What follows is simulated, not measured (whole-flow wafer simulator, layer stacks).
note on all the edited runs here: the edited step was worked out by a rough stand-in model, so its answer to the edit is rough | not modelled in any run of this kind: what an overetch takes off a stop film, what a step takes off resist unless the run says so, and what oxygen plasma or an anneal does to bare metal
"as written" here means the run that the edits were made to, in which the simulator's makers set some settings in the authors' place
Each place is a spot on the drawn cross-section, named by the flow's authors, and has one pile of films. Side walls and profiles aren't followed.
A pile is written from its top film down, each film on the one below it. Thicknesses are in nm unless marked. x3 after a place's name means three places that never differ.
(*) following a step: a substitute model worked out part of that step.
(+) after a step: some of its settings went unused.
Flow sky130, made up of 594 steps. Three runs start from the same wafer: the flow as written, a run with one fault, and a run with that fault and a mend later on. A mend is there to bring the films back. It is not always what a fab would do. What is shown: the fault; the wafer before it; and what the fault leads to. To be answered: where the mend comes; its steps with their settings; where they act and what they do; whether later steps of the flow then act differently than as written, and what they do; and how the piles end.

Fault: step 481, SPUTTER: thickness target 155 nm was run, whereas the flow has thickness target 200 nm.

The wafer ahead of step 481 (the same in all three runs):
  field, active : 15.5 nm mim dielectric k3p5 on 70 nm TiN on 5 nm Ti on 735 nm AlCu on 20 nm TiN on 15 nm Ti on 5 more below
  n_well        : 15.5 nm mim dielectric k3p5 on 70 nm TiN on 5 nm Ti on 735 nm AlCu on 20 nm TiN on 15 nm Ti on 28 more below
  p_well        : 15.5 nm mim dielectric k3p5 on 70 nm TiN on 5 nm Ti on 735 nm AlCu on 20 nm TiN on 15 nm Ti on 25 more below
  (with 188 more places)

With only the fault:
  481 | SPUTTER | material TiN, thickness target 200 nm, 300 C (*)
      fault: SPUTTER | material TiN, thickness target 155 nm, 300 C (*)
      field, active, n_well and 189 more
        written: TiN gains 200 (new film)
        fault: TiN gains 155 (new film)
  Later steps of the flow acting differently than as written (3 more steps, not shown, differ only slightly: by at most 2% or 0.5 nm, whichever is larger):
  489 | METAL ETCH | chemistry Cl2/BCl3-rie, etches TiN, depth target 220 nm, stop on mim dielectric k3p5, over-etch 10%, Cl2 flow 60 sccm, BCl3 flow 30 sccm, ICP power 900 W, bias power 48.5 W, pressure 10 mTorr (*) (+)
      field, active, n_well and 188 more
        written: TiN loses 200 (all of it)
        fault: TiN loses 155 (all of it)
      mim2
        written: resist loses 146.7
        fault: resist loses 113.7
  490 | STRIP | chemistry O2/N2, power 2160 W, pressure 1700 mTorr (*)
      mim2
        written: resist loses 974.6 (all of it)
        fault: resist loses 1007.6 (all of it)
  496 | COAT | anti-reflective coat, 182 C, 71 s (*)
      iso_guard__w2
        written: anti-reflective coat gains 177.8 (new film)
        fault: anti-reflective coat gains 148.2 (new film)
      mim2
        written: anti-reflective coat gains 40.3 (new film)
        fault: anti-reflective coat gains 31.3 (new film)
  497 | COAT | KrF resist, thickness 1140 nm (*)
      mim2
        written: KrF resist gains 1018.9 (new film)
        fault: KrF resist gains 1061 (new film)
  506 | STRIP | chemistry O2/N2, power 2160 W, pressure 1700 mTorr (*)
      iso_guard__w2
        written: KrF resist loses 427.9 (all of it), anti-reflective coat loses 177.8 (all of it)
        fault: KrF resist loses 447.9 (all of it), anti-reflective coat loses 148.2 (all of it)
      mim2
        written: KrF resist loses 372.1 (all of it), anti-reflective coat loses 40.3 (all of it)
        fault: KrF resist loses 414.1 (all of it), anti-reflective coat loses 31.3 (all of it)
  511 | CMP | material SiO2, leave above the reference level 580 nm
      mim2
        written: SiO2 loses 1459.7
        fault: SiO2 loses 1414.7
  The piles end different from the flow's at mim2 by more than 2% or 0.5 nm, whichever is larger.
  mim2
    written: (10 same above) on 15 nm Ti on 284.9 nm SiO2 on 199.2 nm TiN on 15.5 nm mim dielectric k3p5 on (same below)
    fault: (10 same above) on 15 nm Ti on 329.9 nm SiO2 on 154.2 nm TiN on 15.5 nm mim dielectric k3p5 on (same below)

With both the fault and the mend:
  After step 481 comes the mend.
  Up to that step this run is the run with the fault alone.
  481a | SPUTTER | material TiN, thickness target 45 nm, 300 C (*) (the flow's step 481, run once more with other settings)
      field, active, n_well and 189 more
        TiN gains 45
  Later steps of the flow that are run all act as written at every place that is followed.
  At every place that both follow, the piles at the end match the flow's.
